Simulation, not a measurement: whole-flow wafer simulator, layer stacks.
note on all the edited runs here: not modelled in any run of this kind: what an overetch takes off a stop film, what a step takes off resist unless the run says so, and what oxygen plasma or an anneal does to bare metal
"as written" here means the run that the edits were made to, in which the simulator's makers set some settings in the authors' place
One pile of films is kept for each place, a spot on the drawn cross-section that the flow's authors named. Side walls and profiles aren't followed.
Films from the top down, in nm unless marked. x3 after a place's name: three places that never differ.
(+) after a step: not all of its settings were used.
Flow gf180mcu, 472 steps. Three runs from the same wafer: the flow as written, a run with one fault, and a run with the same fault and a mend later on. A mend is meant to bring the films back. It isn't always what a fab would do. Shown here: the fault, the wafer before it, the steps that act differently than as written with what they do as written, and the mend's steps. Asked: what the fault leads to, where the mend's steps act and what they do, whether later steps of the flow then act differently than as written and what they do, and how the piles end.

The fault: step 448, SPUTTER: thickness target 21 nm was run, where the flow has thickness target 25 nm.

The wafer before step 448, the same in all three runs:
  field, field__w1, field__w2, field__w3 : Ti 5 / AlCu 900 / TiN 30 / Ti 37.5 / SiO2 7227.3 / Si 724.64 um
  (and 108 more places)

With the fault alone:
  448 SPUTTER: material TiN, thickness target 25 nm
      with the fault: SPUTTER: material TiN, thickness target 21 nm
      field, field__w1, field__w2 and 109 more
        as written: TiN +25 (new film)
        with the fault: TiN +21 (new film)
  Later steps of the flow that act differently than as written (5 more steps differ only slightly, by at most 2% or 0.5 nm, whichever is larger, and aren't shown):
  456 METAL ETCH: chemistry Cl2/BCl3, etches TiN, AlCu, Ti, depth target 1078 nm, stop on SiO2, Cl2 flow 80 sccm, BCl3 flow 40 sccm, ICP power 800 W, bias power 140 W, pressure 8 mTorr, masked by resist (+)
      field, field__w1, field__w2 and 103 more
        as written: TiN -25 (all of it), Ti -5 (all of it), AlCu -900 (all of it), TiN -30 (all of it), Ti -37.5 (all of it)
        with the fault: TiN -21 (all of it), Ti -5 (all of it), AlCu -900 (all of it), TiN -30 (all of it), Ti -37.5 (all of it)
  At the end the piles differ from the flow's by more than 2% or 0.5 nm, whichever is larger, at field__w8, contact, m1, m1__w1, pad, m1_nw.
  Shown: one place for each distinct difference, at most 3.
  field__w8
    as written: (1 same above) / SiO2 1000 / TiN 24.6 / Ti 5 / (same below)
    with the fault: (1 same above) / SiO2 1000 / TiN 20.6 / Ti 5 / (same below)
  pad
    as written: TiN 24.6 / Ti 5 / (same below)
    with the fault: TiN 20.6 / Ti 5 / (same below)

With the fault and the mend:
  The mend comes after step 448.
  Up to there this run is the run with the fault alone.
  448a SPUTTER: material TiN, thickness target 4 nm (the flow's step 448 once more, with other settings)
      field, field__w1, field__w2 and 109 more
        TiN +4
  No later step of the flow acts differently than as written at any place that is followed.
  At the end the piles are the same as the flow's at every place that both follow.
